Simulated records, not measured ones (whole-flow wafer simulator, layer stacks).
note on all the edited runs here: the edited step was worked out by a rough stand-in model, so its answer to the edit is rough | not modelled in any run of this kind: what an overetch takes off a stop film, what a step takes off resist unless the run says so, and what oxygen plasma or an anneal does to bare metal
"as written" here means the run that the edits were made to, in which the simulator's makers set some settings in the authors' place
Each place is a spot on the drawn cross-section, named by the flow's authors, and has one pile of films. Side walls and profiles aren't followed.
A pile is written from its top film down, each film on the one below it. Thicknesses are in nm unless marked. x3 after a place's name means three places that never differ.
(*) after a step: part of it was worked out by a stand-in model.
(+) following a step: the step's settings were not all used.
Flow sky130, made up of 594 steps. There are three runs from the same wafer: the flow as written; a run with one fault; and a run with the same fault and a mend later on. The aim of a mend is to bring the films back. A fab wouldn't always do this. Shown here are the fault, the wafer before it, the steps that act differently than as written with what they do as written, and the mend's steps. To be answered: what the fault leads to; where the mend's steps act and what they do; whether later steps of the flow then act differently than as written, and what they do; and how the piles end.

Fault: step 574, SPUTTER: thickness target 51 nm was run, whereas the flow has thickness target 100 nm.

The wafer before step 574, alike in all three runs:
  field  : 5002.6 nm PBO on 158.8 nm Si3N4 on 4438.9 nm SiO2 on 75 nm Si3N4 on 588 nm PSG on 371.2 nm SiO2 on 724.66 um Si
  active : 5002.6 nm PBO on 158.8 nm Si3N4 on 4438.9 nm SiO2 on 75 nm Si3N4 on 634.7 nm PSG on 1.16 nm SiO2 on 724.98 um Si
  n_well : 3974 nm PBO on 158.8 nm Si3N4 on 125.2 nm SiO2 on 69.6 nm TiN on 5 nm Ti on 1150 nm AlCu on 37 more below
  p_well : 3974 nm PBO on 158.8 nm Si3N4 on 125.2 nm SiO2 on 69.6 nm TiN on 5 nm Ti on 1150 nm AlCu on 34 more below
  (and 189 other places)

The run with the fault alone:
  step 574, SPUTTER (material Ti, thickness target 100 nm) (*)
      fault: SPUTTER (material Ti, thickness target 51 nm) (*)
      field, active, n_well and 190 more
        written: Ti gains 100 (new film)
        fault: Ti gains 51 (new film)
  Steps further on in the flow that do not act as written (not shown: 7 more steps that differ only slightly, by at most 2% or 0.5 nm, whichever is larger):
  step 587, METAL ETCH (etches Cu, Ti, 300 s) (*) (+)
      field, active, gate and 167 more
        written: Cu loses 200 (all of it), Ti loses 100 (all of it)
        fault: Cu loses 200 (all of it), Ti loses 51 (all of it)
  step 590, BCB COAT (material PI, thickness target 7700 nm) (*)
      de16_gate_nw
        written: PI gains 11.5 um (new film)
        fault: PI gains 11.46 um (new film)
  The piles end different from the flow's at n_well, p_well, sd_n and 20 more by more than 2% or 0.5 nm, whichever is larger.
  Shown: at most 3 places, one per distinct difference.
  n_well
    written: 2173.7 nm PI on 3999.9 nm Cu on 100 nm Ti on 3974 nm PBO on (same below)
    fault: 2205.5 nm PI on 3999.9 nm Cu on 51 nm Ti on 3974 nm PBO on (same below)
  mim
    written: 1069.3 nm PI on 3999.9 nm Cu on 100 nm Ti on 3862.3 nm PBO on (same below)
    fault: 1115.2 nm PI on 3999.9 nm Cu on 51 nm Ti on 3862.3 nm PBO on (same below)
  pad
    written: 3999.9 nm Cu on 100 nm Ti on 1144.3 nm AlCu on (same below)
    fault: 3999.9 nm Cu on 51 nm Ti on 1144.3 nm AlCu on (same below)

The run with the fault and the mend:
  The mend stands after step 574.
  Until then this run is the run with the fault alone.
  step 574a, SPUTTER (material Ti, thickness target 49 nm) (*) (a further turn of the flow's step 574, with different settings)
      field, active, n_well and 190 more
        Ti gains 49
  None of the later steps of the flow acts differently than as written at any place that is followed.
  By the end, the piles equal the flow's at every place that both follow.
